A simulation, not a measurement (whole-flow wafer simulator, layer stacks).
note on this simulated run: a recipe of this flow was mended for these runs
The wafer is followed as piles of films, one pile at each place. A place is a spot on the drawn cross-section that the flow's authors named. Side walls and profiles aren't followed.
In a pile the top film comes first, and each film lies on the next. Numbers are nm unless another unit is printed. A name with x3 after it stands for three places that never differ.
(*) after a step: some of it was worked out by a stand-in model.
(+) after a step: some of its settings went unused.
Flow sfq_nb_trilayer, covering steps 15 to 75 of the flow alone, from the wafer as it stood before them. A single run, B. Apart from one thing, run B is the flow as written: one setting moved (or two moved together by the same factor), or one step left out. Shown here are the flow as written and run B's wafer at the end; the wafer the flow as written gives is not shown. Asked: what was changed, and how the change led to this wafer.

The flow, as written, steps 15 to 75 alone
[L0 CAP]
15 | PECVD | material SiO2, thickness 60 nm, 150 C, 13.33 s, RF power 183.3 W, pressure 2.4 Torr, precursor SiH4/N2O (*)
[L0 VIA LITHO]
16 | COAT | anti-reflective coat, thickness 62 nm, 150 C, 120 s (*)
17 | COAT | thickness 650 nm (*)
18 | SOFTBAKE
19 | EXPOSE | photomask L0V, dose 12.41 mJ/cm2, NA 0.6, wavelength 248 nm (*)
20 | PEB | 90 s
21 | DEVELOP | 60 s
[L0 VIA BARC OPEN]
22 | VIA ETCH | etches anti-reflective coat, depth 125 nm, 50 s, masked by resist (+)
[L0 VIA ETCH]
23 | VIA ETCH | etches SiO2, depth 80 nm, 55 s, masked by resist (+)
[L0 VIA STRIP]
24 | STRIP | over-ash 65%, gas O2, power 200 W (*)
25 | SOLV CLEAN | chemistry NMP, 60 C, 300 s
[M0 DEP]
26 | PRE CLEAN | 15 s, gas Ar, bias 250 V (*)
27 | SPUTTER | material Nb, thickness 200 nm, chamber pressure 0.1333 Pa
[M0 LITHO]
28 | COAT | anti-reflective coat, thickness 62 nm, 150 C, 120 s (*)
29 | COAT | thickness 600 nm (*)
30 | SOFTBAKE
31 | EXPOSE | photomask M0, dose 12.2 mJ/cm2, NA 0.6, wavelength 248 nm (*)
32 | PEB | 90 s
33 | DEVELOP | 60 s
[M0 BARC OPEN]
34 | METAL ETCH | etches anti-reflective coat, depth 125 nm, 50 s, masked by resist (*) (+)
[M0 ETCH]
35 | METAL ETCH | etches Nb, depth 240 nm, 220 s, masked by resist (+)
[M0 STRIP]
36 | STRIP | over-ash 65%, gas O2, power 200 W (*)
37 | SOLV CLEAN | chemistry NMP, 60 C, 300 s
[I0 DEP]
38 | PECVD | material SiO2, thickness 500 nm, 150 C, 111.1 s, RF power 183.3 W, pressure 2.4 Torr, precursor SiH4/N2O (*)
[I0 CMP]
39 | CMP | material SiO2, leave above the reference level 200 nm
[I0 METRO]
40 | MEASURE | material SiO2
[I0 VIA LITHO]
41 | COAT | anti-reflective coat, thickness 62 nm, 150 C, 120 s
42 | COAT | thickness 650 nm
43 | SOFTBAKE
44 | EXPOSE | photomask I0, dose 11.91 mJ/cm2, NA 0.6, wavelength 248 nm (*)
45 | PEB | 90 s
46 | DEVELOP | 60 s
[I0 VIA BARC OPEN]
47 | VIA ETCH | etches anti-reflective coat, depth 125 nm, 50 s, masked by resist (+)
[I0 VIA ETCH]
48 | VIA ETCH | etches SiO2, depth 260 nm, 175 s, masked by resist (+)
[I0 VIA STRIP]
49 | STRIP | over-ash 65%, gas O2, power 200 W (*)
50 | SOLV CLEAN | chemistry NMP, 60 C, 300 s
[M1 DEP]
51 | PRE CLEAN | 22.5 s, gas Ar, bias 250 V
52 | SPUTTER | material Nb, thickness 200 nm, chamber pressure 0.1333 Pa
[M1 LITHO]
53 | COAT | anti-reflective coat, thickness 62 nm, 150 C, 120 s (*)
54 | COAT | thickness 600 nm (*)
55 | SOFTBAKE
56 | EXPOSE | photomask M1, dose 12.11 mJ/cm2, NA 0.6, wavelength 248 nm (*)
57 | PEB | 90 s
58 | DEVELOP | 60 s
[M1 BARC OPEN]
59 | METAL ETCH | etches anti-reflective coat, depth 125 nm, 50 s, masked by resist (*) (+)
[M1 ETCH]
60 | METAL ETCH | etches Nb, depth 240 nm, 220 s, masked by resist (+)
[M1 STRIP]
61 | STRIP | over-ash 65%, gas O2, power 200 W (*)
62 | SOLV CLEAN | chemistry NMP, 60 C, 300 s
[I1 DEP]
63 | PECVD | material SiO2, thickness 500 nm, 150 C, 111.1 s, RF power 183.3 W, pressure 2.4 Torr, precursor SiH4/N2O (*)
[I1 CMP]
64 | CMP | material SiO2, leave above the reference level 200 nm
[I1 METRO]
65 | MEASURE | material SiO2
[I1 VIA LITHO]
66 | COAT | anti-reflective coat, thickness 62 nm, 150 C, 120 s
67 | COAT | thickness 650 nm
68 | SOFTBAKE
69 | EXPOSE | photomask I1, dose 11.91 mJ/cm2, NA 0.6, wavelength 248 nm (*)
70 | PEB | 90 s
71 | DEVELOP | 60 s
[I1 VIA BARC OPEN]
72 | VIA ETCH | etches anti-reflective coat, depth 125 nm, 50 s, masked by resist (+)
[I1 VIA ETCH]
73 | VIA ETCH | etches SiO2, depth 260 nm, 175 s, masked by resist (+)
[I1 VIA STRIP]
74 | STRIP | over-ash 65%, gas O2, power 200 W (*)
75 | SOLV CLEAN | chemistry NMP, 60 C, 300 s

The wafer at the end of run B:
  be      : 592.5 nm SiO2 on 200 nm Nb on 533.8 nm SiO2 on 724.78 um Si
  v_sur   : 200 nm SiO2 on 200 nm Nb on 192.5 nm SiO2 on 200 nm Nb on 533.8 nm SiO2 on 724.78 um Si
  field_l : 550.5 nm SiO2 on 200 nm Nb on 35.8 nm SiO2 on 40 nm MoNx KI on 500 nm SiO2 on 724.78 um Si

Cause: step 15, PECVD: RF power 100.8 W was run, while the flow as written has RF power 183.3 W.

Step by step, how the change led to this:
  15 | PECVD | material SiO2, thickness 60 nm, 150 C, 13.33 s, RF power 183.3 W, pressure 2.4 Torr, precursor SiH4/N2O (*)
      v_sur, via_wl, via_w and 97 more: SiO2 gains 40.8 (in the flow as written it would be: SiO2 gains 60)
      field_l, l0_sur, l0v, l0r_line_l, l0r_line_c, l0r_line_r: SiO2 gains 40.8 (new film) (in the flow as written it would be: SiO2 gains 60 (new film))
  23 | VIA ETCH | etches SiO2, depth 80 nm, 55 s, masked by resist (+)
      l0v: SiO2 loses 40.4 (all of it), MoNx KI loses 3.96 (in the flow as written it would be: SiO2 loses 59.7 (all of it), MoNx KI loses 2.03)
  27 | SPUTTER | material Nb, thickness 200 nm, chamber pressure 0.1333 Pa
      l0v: Nb gains 200 (new film) (in the flow as written it would be: Nb gains 195.4 (new film))
  28 | COAT | anti-reflective coat, thickness 62 nm, 150 C, 120 s (*)
      ln_m6: anti-reflective coat gains 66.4 (new film) (in the flow as written it would be: anti-reflective coat gains 67.9 (new film))
      l0_sur: anti-reflective coat gains 35.7 (new film) (in the flow as written it would be: anti-reflective coat gains 29.3 (new film))
      (as well as at 1 more place)
  36 | STRIP | over-ash 65%, gas O2, power 200 W (*)
      ln_m6: KrF-resist-other-grade loses 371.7 (all of it), anti-reflective coat loses 66.4 (all of it) (in the flow as written it would be: KrF-resist-other-grade loses 369.9 (all of it), anti-reflective coat loses 67.9 (all of it))
      l0_sur: KrF-resist-other-grade loses 366.6 (all of it), anti-reflective coat loses 35.7 (all of it) (in the flow as written it would be: KrF-resist-other-grade loses 370 (all of it), anti-reflective coat loses 29.3 (all of it))
      (as well as at 1 more place)
  39 | CMP | material SiO2, leave above the reference level 200 nm
      l0v: SiO2 loses 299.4 (in the flow as written it would be: SiO2 loses 277.4)
